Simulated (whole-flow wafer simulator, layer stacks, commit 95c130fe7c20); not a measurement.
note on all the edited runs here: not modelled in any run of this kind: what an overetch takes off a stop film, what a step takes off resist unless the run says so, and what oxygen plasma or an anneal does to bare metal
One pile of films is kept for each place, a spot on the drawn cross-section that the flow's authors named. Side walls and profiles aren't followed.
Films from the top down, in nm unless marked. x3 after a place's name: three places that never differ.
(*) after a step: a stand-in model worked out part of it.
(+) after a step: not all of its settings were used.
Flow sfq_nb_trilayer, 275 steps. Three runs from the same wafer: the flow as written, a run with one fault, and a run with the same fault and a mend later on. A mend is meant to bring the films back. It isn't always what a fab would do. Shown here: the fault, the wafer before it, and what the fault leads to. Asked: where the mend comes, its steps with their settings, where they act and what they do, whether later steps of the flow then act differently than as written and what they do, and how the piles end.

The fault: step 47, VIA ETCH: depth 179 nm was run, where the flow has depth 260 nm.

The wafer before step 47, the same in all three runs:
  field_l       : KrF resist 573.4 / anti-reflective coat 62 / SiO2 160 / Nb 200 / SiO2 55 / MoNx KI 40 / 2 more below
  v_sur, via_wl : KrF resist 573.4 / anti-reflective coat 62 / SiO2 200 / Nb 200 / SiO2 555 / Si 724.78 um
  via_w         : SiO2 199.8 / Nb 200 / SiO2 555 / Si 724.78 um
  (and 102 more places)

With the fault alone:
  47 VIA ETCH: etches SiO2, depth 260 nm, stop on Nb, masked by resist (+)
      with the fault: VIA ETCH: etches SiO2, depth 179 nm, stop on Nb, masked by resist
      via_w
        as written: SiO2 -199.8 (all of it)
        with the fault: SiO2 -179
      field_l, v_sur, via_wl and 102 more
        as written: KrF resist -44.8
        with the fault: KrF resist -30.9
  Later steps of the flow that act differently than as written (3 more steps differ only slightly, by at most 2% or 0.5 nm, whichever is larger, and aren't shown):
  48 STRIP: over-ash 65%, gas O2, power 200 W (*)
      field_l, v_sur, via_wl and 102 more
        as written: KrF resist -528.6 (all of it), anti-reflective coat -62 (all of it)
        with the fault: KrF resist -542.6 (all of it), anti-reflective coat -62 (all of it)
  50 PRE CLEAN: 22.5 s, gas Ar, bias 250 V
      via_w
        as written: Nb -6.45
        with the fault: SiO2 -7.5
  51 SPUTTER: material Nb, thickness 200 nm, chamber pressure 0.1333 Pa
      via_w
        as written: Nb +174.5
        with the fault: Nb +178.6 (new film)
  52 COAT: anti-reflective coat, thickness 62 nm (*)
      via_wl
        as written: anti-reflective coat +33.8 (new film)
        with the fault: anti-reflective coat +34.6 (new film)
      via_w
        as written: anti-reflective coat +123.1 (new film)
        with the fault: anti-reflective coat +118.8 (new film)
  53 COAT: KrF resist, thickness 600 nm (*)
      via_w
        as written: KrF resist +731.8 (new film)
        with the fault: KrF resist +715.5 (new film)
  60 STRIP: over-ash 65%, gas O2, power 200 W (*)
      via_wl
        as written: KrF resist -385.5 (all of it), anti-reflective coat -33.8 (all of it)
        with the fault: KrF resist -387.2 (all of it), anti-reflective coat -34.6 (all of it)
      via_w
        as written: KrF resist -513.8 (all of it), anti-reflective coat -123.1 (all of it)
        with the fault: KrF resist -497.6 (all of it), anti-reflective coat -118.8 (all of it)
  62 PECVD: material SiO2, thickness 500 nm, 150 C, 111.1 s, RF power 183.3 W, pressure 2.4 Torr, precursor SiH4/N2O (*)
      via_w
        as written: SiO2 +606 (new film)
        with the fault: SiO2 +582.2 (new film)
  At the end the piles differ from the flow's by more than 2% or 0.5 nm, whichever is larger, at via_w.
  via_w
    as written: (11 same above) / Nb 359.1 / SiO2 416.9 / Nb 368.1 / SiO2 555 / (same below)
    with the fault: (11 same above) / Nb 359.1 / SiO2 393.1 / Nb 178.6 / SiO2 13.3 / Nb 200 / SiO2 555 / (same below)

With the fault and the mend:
  The mend comes after step 47.
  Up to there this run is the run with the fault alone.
  47a VIA ETCH: etches SiO2, depth 81 nm, stop on Nb, masked by resist (+) (the flow's step 47 once more, with other settings)
      field_l, v_sur, via_wl and 102 more
        KrF resist -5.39
      via_w
        SiO2 -20.8 (all of it)
  No later step of the flow acts differently than as written, at any place that is followed, by more than 2% or 0.5 nm, whichever is larger.
  At the end the piles are the same as the flow's at every place that both follow.
